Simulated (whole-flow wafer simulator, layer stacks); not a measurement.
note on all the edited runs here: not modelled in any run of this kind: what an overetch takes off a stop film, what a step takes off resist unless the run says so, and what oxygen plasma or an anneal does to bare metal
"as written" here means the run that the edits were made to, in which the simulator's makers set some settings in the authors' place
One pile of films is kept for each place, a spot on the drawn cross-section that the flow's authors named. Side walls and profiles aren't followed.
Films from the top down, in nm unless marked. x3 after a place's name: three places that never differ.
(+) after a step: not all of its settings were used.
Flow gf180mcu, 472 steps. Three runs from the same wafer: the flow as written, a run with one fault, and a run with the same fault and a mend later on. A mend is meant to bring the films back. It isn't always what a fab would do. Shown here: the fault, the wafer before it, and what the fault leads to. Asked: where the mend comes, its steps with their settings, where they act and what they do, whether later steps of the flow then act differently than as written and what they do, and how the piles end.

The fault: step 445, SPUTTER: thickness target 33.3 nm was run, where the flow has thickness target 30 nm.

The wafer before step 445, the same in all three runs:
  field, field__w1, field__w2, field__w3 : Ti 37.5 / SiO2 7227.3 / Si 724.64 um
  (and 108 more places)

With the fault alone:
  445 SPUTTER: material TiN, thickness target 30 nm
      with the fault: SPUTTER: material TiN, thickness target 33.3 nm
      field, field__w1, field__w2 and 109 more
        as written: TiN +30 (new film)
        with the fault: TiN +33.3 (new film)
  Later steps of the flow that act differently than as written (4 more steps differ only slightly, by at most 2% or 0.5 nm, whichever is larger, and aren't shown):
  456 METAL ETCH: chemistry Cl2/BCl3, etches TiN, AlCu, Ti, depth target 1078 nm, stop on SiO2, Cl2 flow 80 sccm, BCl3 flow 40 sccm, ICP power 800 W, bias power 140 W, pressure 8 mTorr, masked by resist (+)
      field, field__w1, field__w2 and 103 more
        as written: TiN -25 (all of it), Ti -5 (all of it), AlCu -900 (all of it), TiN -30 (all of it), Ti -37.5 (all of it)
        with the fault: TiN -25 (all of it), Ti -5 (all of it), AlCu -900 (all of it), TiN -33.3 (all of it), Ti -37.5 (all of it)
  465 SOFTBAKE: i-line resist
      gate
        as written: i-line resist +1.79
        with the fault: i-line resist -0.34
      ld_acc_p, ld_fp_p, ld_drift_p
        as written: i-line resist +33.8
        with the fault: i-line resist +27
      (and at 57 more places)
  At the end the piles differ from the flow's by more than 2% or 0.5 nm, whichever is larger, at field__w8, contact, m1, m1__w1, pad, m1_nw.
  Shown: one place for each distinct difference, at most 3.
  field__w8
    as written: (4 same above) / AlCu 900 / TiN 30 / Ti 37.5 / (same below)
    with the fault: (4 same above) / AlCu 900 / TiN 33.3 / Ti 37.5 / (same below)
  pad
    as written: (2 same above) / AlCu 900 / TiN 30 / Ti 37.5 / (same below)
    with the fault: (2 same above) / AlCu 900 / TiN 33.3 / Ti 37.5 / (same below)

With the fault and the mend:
  The mend comes after step 445.
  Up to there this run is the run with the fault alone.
  445a METAL ETCH: chemistry Cl2/BCl3, etches TiN, AlCu, Ti, depth target 3.3 nm, Cl2 flow 80 sccm, BCl3 flow 40 sccm, ICP power 800 W, bias power 140 W, pressure 8 mTorr (the flow's step 260 once more, with other settings)
      field, field__w1, field__w2 and 109 more
        TiN -3.3
  No later step of the flow acts differently than as written at any place that is followed.
  At the end the piles are the same as the flow's at every place that both follow.
